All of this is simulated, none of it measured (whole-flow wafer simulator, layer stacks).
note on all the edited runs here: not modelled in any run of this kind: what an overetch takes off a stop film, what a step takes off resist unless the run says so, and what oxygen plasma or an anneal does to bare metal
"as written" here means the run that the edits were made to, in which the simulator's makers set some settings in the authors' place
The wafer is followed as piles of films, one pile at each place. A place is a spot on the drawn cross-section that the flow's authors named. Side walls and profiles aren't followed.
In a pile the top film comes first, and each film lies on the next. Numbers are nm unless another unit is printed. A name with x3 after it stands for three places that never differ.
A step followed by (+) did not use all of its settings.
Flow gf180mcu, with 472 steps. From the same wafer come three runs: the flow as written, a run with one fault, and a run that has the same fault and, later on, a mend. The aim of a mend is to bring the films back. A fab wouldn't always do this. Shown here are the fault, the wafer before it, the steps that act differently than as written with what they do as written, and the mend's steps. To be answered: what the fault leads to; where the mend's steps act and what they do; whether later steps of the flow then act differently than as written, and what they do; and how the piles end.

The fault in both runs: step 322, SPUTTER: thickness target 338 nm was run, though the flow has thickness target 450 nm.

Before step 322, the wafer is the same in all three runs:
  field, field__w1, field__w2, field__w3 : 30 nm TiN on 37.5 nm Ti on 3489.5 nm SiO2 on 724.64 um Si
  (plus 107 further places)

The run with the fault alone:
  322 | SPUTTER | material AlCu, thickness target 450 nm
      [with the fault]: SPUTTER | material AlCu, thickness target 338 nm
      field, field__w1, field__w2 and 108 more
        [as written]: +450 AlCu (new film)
        [with the fault]: +338 AlCu (new film)
  Steps further on in the flow that do not act as written:
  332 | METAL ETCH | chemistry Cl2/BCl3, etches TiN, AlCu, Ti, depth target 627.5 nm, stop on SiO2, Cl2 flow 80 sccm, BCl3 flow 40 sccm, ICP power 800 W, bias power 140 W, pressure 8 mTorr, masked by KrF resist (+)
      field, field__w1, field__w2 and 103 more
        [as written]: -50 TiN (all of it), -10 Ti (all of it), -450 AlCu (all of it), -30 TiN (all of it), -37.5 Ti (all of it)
        [with the fault]: -50 TiN (all of it), -10 Ti (all of it), -338 AlCu (all of it), -30 TiN (all of it), -37.5 Ti (all of it)
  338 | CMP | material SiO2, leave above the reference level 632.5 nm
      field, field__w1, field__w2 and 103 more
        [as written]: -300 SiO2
        [with the fault]: -412 SiO2
  At field__w8, contact, m1, m1__w1, m1_nw, the piles at the end differ from the flow's by more than 2% or 0.5 nm, whichever is larger.
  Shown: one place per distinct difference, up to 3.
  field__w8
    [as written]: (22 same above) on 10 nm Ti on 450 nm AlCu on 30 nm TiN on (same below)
    [with the fault]: (22 same above) on 10 nm Ti on 338 nm AlCu on 30 nm TiN on (same below)
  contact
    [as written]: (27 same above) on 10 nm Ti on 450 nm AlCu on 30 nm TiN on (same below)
    [with the fault]: (27 same above) on 10 nm Ti on 338 nm AlCu on 30 nm TiN on (same below)

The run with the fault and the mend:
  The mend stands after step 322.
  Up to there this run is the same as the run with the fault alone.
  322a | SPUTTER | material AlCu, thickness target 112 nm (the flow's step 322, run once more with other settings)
      field, field__w1, field__w2 and 108 more
        +112 AlCu
  Every later step of the flow that is run acts as written at every place that is followed.
  At every place that both follow, the piles at the end match the flow's.
